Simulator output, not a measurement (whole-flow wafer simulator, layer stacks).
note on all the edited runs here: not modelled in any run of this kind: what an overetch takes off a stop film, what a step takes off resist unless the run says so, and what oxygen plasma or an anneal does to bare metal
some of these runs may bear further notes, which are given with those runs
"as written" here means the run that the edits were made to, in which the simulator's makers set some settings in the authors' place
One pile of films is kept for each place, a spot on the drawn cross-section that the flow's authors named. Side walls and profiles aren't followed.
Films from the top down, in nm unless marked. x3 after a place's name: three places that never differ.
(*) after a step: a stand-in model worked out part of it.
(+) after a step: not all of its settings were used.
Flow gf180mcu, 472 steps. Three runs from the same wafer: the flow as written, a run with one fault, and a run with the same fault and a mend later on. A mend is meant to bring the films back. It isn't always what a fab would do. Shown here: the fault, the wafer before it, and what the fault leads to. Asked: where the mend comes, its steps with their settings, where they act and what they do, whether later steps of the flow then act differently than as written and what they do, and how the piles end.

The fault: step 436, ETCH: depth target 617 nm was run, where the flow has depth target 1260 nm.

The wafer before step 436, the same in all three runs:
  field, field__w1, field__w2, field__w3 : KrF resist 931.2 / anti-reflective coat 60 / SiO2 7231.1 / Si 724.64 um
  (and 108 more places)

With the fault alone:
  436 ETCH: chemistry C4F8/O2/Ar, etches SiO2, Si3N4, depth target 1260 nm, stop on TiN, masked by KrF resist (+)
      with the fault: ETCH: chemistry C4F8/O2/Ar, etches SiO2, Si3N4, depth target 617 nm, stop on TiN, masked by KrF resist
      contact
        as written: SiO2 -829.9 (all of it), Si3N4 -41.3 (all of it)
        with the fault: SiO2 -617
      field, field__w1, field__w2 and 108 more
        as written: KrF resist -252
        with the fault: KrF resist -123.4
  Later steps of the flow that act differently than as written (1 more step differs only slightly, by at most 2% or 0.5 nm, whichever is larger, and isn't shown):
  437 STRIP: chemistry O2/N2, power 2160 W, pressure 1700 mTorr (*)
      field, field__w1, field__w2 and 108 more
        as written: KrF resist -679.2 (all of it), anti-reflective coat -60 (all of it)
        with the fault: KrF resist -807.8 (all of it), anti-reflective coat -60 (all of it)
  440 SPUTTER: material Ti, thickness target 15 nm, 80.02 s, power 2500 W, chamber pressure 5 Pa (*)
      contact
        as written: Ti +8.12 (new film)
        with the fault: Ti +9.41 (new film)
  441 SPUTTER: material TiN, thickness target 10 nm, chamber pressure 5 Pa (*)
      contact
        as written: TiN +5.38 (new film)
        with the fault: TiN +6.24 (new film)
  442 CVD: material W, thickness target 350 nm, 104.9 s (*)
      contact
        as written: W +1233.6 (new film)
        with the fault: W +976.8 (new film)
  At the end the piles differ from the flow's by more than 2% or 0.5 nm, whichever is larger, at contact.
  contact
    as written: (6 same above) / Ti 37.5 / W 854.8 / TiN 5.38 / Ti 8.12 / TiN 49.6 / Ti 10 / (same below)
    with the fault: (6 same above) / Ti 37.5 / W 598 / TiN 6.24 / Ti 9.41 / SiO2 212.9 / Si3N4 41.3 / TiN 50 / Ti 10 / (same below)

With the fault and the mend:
  The mend comes after step 436.
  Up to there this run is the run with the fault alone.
  436a ETCH: chemistry C4F8/O2/Ar, etches SiO2, Si3N4, depth target 643 nm, stop on TiN, masked by KrF resist (+) (the flow's step 436 once more, with other settings)
      field, field__w1, field__w2 and 108 more
        KrF resist -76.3
      contact
        SiO2 -212.9 (all of it), Si3N4 -41.3 (all of it)
  Later steps of the flow that act differently than as written:
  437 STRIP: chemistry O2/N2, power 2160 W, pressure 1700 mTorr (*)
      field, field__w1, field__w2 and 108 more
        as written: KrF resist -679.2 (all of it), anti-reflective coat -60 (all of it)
        with the mend: KrF resist -731.5 (all of it), anti-reflective coat -60 (all of it)
  At the end the piles are the same as the flow's at every place that both follow.
